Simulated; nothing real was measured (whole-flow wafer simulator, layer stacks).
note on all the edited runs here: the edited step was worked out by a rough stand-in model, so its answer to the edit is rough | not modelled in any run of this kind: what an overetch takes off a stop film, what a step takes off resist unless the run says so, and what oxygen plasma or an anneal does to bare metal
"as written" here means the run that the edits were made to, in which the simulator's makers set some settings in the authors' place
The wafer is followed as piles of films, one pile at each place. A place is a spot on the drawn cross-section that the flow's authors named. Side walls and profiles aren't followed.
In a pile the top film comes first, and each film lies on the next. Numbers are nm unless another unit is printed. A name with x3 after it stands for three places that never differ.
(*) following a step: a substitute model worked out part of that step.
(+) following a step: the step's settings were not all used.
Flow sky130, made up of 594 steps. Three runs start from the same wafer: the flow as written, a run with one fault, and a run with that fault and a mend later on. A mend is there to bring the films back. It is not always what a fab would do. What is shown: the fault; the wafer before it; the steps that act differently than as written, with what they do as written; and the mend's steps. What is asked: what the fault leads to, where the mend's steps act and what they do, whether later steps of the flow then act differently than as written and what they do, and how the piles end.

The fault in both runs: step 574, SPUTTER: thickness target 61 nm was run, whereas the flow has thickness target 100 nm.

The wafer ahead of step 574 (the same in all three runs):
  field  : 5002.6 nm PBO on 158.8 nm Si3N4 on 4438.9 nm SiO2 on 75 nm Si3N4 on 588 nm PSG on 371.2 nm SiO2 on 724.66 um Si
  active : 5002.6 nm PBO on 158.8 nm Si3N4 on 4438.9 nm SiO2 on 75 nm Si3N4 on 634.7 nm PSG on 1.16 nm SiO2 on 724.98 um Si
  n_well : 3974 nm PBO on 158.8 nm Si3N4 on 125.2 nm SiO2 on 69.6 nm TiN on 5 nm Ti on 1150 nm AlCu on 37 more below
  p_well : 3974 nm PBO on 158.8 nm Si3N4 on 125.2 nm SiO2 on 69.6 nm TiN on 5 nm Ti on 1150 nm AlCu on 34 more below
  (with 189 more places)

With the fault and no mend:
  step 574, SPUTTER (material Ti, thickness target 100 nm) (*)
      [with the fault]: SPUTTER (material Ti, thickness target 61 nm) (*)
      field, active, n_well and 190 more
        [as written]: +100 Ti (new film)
        [with the fault]: +61 Ti (new film)
  Steps further on in the flow that do not act as written (7 other steps are not shown; they differ only slightly, by no more than 2% or 0.5 nm, whichever is larger):
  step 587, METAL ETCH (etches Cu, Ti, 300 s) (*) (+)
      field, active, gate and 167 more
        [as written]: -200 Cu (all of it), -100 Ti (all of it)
        [with the fault]: -200 Cu (all of it), -61 Ti (all of it)
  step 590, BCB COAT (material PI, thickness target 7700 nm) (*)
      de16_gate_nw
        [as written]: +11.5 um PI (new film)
        [with the fault]: +11.47 um PI (new film)
  At n_well, p_well, sd_n and 20 more, the piles at the end differ from the flow's by more than 2% or 0.5 nm, whichever is larger.
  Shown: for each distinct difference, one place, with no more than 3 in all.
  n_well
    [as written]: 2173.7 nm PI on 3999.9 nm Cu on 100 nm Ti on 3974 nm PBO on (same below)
    [with the fault]: 2199 nm PI on 3999.9 nm Cu on 61 nm Ti on 3974 nm PBO on (same below)
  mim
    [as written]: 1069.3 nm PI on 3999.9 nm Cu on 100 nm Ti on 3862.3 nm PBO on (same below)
    [with the fault]: 1105.8 nm PI on 3999.9 nm Cu on 61 nm Ti on 3862.3 nm PBO on (same below)
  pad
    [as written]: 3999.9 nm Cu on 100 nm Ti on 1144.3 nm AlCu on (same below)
    [with the fault]: 3999.9 nm Cu on 61 nm Ti on 1144.3 nm AlCu on (same below)

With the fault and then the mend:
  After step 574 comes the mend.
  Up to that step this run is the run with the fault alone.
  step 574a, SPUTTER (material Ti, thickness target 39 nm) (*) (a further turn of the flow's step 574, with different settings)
      field, active, n_well and 190 more
        +39 Ti
  Later steps of the flow that are run all act as written at every place that is followed.
  At every place that both follow, the piles at the end match the flow's.
